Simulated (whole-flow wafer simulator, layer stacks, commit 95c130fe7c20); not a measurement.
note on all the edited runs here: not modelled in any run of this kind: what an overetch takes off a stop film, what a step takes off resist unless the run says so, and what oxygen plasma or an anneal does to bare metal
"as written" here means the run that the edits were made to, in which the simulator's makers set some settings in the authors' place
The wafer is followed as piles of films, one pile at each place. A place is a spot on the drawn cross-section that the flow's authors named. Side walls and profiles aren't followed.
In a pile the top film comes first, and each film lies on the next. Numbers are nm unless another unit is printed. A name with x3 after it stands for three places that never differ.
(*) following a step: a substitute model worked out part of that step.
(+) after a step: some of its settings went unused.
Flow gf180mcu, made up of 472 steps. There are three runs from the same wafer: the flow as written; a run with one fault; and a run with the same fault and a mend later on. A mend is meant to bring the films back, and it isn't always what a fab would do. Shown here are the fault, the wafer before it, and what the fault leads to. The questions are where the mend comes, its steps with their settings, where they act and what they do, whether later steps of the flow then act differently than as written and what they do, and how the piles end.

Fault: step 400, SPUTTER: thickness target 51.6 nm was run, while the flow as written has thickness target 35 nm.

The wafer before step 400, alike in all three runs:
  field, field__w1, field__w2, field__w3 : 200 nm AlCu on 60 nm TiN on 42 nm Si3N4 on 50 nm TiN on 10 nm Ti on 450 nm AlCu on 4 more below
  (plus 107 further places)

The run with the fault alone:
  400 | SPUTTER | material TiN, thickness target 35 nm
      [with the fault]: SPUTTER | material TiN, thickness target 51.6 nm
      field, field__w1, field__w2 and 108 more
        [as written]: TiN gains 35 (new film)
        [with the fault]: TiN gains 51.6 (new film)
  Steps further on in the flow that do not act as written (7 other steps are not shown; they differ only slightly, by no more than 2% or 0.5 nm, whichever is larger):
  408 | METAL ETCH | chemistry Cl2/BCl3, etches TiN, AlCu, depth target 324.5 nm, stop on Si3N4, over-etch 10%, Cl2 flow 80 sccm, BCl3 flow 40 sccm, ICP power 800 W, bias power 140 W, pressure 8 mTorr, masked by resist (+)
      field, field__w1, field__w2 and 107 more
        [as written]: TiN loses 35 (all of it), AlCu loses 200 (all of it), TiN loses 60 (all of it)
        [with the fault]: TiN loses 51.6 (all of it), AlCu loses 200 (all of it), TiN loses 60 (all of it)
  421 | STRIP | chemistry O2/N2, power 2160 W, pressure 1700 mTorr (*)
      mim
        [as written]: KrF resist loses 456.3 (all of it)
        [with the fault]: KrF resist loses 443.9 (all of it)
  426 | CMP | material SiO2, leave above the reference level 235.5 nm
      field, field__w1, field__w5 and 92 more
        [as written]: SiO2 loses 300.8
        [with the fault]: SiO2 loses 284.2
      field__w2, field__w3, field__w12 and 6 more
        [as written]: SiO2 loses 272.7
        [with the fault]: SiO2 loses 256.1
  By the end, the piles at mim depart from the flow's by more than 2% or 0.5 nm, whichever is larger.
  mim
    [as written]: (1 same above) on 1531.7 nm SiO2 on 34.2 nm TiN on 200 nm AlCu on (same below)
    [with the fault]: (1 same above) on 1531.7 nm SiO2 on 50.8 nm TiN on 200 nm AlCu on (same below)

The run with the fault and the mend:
  After step 400 comes the mend.
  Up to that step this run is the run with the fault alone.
  400a | METAL ETCH | chemistry Cl2/BCl3, etches TiN, AlCu, Ti, depth target 16.6 nm, Cl2 flow 80 sccm, BCl3 flow 40 sccm, ICP power 800 W, bias power 140 W, pressure 8 mTorr (the flow's step 260 again, with other settings)
      field, field__w1, field__w2 and 108 more
        TiN loses 16.6
  Every later step of the flow that is run acts as written at every place that is followed.
  At every place that both follow, the piles at the end match the flow's.
